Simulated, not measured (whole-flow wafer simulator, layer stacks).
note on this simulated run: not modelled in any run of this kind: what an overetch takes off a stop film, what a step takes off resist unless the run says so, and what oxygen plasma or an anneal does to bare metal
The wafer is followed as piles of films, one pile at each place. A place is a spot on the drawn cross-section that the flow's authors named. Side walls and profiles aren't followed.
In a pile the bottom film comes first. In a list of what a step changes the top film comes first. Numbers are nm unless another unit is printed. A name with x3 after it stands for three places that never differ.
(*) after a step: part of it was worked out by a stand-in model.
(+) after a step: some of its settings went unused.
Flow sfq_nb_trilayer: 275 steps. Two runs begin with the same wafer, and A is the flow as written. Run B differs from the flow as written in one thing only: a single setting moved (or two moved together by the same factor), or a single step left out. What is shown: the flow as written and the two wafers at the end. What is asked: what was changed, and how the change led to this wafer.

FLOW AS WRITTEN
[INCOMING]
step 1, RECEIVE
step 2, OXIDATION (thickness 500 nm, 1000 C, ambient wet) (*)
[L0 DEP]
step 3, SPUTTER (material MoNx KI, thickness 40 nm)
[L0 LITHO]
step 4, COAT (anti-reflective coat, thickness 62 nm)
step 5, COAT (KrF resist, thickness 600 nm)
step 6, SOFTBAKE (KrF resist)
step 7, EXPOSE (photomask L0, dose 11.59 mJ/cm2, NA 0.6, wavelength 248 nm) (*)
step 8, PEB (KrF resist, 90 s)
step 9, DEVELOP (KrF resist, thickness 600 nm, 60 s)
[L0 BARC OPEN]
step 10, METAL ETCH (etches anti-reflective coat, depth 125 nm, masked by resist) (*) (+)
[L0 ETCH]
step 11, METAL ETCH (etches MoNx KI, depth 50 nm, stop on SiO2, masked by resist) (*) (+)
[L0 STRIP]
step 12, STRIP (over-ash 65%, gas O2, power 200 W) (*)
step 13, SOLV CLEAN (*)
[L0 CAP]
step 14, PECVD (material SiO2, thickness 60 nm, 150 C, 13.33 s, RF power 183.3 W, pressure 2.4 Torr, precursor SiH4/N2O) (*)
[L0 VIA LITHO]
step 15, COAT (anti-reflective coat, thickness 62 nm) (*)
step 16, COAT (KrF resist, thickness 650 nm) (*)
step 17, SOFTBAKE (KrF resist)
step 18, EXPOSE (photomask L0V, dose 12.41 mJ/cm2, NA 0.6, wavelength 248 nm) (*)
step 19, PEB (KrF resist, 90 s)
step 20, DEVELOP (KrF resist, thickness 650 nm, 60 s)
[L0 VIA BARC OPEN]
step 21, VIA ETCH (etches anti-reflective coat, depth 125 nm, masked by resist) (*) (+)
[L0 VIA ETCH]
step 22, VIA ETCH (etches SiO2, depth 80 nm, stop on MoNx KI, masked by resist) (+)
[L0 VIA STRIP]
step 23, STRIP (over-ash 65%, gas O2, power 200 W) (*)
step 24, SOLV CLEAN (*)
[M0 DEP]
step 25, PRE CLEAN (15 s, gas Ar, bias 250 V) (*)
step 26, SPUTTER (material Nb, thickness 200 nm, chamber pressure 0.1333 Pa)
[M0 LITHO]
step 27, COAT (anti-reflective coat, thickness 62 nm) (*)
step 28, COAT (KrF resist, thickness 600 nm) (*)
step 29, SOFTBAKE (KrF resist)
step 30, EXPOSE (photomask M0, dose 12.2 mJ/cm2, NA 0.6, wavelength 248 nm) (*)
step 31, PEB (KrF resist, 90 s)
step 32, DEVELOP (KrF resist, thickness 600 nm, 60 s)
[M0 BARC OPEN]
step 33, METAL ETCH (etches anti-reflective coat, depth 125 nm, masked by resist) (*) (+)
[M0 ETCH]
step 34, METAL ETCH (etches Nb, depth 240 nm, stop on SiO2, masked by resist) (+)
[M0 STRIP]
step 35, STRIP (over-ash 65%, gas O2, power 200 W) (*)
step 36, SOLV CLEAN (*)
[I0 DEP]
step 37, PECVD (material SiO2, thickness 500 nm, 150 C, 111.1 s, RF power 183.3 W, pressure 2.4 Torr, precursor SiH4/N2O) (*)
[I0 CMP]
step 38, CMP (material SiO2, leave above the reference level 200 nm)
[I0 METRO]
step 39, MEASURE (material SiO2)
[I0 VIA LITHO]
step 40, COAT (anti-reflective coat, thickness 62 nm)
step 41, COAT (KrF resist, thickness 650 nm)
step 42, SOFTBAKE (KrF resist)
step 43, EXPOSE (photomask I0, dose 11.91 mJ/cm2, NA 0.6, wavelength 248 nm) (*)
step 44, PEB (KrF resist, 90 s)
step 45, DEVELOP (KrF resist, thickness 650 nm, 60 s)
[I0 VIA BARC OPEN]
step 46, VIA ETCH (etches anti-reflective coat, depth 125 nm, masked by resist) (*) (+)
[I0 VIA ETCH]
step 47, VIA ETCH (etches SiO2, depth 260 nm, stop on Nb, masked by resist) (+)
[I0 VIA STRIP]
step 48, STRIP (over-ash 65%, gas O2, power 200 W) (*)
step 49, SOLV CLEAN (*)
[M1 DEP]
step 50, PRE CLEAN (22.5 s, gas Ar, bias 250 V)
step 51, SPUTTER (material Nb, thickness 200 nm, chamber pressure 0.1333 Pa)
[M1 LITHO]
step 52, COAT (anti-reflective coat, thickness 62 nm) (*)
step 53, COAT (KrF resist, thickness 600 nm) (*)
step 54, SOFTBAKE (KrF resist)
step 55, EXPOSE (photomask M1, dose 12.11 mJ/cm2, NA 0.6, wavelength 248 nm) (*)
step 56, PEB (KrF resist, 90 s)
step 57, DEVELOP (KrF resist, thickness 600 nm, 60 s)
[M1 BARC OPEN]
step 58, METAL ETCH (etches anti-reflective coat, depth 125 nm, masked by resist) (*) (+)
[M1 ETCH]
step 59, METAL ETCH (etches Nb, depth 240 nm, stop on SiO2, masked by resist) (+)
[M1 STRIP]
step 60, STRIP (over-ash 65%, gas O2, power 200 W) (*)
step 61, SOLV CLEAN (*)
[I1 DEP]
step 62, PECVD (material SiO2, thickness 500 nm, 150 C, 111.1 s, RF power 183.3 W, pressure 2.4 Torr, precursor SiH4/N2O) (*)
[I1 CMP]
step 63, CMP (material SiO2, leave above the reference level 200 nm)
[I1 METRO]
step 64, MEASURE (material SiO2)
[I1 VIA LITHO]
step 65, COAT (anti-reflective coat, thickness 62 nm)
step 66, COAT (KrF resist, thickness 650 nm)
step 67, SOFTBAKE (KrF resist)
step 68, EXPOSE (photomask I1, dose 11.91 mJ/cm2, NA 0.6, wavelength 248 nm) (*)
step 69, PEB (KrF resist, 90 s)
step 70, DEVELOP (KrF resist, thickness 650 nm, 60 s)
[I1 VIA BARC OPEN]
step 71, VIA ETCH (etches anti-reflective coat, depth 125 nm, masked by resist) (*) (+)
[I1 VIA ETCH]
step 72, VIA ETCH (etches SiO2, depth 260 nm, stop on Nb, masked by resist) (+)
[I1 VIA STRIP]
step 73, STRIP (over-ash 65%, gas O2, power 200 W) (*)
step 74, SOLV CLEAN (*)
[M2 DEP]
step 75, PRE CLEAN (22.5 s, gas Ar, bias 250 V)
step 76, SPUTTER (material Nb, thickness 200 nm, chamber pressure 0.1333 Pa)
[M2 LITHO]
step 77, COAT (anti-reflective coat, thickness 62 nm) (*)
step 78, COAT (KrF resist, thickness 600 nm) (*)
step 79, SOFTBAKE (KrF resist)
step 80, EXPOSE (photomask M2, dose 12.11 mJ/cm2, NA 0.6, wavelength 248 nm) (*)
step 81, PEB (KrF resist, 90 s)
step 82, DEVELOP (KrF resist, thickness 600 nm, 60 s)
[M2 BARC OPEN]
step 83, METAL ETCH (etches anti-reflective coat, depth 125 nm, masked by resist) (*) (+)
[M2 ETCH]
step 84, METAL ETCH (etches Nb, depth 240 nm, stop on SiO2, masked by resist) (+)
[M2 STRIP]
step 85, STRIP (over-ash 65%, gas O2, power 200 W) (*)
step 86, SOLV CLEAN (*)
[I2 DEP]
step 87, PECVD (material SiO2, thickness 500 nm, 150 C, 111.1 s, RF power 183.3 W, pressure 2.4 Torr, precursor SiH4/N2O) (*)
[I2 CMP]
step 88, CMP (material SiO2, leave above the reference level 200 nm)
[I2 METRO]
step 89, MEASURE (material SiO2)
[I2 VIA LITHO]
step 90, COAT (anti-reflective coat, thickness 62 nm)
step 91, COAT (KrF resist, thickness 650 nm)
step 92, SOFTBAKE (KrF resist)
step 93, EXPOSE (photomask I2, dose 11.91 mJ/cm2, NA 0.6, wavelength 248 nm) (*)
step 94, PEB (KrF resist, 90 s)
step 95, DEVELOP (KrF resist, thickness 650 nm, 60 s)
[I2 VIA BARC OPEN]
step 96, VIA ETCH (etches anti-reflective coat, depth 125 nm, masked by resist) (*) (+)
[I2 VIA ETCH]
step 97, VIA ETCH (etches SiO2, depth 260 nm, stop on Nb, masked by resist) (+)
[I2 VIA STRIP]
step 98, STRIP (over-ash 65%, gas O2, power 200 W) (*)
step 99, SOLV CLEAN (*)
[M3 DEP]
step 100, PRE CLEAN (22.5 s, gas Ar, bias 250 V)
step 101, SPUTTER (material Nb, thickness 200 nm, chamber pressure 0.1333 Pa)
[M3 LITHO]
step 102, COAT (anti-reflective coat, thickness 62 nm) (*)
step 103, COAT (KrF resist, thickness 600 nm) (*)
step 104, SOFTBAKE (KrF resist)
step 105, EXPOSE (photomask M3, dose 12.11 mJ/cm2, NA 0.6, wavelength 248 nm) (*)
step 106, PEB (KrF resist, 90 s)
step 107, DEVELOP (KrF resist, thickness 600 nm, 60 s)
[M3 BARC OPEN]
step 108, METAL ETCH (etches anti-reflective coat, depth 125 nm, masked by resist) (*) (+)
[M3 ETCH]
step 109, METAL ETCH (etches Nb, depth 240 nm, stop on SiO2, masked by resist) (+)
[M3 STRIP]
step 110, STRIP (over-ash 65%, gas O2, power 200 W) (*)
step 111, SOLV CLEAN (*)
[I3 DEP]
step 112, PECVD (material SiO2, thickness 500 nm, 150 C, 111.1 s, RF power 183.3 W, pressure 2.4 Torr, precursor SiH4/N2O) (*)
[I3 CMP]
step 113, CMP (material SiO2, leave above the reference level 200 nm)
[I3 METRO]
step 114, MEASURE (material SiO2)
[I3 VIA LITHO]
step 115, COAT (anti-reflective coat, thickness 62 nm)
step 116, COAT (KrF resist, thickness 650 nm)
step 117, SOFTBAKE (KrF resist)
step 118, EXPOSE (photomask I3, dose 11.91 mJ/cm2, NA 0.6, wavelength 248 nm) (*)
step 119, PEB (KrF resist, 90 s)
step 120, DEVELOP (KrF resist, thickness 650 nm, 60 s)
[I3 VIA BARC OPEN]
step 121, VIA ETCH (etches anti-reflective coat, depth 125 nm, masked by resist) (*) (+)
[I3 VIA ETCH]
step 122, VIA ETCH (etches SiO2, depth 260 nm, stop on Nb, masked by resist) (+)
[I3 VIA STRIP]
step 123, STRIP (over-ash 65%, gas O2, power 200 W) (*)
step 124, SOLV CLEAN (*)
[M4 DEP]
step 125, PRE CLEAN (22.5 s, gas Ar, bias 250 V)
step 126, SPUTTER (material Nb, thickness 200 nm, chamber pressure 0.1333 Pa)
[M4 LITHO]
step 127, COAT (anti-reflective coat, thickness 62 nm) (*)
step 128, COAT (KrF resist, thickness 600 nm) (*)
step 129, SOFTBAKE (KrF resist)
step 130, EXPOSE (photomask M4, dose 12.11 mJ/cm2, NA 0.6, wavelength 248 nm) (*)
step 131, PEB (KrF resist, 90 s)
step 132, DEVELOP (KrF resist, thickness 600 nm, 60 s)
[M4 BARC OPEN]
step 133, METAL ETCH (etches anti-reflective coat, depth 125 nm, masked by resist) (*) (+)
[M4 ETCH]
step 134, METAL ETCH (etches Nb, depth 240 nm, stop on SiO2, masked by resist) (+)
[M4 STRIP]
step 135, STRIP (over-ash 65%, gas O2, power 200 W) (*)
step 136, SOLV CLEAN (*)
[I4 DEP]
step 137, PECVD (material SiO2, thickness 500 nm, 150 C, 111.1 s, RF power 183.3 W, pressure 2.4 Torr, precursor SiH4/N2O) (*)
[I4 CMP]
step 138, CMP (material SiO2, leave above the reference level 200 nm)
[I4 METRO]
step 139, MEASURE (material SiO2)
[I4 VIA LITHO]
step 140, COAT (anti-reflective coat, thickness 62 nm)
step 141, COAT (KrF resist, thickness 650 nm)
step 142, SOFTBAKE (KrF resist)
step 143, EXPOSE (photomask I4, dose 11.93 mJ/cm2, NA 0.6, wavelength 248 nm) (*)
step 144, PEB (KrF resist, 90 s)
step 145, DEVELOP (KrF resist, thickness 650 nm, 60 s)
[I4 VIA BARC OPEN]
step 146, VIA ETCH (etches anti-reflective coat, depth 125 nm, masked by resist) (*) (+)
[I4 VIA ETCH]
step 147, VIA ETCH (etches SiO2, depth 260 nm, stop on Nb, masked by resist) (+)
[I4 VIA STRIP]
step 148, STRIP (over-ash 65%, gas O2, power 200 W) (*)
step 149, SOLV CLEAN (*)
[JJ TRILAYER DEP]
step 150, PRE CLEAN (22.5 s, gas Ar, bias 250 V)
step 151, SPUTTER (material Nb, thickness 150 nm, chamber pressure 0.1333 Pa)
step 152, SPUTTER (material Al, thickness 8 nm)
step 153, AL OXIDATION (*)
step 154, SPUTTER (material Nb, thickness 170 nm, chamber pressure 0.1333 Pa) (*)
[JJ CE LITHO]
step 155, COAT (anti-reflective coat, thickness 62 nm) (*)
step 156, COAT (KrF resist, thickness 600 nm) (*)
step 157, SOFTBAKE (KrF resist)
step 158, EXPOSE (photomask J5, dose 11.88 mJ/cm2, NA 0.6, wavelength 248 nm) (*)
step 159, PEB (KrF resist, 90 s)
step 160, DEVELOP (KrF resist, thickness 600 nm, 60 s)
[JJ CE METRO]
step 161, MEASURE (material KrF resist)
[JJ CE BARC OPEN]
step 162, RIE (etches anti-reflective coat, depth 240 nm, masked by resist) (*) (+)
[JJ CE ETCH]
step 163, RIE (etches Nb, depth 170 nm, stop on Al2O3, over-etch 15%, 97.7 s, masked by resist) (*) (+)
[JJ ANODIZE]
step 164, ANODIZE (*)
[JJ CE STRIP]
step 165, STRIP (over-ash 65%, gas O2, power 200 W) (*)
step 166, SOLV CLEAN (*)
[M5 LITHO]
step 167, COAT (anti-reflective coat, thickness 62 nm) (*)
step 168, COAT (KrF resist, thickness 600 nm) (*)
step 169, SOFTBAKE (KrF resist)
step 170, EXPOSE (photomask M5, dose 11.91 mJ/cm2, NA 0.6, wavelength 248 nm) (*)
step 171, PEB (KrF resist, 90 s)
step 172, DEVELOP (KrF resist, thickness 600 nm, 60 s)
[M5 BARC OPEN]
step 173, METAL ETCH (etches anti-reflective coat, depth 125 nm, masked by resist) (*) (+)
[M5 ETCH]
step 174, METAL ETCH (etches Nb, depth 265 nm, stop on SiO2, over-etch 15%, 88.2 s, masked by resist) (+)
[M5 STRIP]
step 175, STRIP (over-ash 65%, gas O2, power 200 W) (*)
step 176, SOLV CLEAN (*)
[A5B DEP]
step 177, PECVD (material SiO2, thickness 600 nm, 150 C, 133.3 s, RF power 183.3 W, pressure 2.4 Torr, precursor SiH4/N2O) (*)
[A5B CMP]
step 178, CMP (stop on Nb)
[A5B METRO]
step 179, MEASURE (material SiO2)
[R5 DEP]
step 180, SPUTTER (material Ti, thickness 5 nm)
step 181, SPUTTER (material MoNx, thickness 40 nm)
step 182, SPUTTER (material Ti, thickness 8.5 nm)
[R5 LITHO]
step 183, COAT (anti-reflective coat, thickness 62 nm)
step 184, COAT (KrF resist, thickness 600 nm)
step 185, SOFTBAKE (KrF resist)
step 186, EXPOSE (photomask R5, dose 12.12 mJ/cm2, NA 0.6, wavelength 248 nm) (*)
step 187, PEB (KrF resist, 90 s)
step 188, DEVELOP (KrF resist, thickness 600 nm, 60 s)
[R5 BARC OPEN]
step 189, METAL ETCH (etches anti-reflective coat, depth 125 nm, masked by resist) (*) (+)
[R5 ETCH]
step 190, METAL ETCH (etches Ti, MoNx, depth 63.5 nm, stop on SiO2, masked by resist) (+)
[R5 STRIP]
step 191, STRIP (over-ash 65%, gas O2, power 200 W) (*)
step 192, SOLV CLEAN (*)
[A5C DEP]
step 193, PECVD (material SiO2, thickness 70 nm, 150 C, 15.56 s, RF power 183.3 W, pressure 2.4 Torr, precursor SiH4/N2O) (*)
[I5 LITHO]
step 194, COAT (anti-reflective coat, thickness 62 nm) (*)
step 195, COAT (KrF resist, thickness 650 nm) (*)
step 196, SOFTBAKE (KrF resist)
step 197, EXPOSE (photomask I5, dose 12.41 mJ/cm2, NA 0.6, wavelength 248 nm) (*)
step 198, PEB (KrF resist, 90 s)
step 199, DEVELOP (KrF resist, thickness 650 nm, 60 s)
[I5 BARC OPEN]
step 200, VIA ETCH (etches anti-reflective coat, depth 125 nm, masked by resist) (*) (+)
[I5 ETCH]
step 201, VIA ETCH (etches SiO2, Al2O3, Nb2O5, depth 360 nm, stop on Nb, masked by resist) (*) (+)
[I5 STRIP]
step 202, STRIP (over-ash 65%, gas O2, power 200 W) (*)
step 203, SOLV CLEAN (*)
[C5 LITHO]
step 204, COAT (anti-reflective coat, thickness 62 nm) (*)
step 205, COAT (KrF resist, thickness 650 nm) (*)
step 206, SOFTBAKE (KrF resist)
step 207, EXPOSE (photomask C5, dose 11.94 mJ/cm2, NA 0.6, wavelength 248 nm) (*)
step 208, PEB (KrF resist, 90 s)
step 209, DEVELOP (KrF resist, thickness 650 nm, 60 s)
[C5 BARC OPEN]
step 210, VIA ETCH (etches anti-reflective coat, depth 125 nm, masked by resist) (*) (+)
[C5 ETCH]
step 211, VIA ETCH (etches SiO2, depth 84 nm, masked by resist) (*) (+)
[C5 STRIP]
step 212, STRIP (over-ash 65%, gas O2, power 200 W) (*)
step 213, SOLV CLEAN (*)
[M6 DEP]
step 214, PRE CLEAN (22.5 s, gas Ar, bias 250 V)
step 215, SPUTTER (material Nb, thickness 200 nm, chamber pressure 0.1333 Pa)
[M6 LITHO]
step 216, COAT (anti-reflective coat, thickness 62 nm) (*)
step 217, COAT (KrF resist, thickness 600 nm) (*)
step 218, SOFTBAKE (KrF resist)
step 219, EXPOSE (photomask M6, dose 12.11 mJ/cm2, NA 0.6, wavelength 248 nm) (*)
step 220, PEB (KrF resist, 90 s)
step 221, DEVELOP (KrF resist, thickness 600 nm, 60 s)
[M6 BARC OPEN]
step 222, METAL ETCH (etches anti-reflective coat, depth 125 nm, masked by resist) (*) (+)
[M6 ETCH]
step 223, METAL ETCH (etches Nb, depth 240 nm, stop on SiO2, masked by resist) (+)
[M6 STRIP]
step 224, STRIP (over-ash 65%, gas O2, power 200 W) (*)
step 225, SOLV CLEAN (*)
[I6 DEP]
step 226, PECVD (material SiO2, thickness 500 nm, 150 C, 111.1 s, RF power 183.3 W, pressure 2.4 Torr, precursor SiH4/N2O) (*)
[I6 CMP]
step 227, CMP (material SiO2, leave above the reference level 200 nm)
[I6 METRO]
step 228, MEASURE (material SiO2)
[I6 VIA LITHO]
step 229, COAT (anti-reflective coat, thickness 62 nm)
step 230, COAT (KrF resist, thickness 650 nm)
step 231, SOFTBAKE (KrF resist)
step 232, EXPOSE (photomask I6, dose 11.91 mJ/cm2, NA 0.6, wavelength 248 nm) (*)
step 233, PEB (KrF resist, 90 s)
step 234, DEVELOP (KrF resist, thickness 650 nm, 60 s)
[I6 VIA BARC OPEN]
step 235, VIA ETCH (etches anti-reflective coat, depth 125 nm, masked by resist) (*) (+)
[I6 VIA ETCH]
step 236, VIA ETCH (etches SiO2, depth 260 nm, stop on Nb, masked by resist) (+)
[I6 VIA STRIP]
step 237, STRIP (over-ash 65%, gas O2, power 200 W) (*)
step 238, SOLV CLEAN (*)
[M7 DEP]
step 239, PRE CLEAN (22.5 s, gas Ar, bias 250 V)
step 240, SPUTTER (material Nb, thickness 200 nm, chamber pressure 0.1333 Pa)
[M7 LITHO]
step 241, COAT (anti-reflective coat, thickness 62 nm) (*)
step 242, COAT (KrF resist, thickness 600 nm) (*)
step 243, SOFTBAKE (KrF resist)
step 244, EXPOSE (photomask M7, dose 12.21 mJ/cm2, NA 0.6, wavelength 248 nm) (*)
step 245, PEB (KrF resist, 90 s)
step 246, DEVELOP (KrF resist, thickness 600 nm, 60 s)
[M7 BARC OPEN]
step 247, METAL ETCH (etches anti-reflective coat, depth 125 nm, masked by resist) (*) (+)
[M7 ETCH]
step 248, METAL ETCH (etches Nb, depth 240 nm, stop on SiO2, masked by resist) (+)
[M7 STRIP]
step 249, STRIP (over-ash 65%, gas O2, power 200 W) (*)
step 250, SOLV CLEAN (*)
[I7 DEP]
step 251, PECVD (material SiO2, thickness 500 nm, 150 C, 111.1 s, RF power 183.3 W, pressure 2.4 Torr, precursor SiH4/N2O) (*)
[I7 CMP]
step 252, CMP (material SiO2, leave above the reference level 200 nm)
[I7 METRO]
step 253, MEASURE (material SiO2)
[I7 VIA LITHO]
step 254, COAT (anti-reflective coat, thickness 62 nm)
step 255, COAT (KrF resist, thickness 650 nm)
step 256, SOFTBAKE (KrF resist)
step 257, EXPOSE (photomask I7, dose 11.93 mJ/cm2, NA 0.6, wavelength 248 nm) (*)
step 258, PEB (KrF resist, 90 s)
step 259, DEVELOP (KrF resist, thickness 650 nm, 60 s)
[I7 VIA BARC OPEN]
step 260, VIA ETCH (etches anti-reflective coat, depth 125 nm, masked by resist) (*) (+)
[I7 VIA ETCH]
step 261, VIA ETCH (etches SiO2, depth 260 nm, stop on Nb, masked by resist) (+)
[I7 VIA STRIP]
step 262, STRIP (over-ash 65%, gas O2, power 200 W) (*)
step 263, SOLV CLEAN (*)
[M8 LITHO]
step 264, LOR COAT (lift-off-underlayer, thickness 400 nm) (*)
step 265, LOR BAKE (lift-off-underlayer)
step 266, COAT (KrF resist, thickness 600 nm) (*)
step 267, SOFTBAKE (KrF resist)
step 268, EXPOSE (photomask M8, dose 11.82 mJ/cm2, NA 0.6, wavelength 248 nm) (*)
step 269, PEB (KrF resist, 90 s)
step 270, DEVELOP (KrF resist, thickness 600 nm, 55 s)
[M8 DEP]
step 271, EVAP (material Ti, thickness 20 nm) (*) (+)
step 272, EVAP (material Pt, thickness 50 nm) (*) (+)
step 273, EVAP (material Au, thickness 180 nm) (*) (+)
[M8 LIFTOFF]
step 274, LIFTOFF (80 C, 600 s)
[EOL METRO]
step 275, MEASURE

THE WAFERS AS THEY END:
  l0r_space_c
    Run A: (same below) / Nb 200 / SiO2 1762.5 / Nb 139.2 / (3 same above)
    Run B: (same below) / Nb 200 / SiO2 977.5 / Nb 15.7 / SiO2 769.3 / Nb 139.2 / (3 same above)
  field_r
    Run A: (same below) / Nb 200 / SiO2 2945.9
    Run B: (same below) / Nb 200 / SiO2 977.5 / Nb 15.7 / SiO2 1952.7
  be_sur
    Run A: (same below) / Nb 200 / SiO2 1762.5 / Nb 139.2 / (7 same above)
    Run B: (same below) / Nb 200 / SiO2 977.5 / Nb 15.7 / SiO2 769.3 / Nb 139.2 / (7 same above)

Cause: step 109, METAL ETCH: depth 184.3 nm was run, though the flow has depth 240 nm.

Step by step, how the change led to this:
  step 109, METAL ETCH (etches Nb, depth 240 nm, stop on SiO2, masked by resist) (+)
      field_l, be, be_sur and 72 more: A -200 Nb (all of it) | B -184.3 Nb
      v_sur, via_wl, via_w and 28 more: A -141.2 KrF resist | B -108.4 KrF resist
  step 110, STRIP (over-ash 65%, gas O2, power 200 W) (*)
      p4_w1 x9, wl_j_sl, wl_jj and 13 more: A -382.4 KrF resist (all of it), -62 anti-reflective coat (all of it) | B -415.1 KrF resist (all of it), -62 anti-reflective coat (all of it)
      via_wl, via_wr: A -384.2 KrF resist (all of it), -34.2 anti-reflective coat (all of it) | B -417 KrF resist (all of it), -34.2 anti-reflective coat (all of it)
      (also at 5 further places)
  step 112, PECVD (material SiO2, thickness 500 nm, 150 C, 111.1 s, RF power 183.3 W, pressure 2.4 Torr, precursor SiH4/N2O) (*)
      field_l, be, be_sur and 64 more: A +500 SiO2 | B +500 SiO2 (new film)
      p4_g1 x2, p3_s0 x6: A +557.1 SiO2 | B +541.4 SiO2 (new film)
  step 113, CMP (material SiO2, leave above the reference level 200 nm)
      field_l, be, be_sur and 64 more: A -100 SiO2 | B -115.7 SiO2
With metal films that touch counted as one body, l0r_space_c has 3 bodies (between them, from the top down: SiO2 769.3; SiO2 977.5); the flow as written gives 2 bodies (between them, from the top down: SiO2 1762.5).
With metal films that touch counted as one body, field_r has 2 bodies (between them, from the top down: SiO2 977.5); the flow as written gives 1 body.
With metal films that touch counted as one body, be_sur has 5 bodies (between them, from the top down: SiO2 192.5; SiO2 209 / Al2O3 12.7 / Nb2O5 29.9; SiO2 769.3; SiO2 977.5); the flow as written gives 4 bodies (between them, from the top down: SiO2 192.5; SiO2 209 / Al2O3 12.7 / Nb2O5 29.9; SiO2 1762.5).
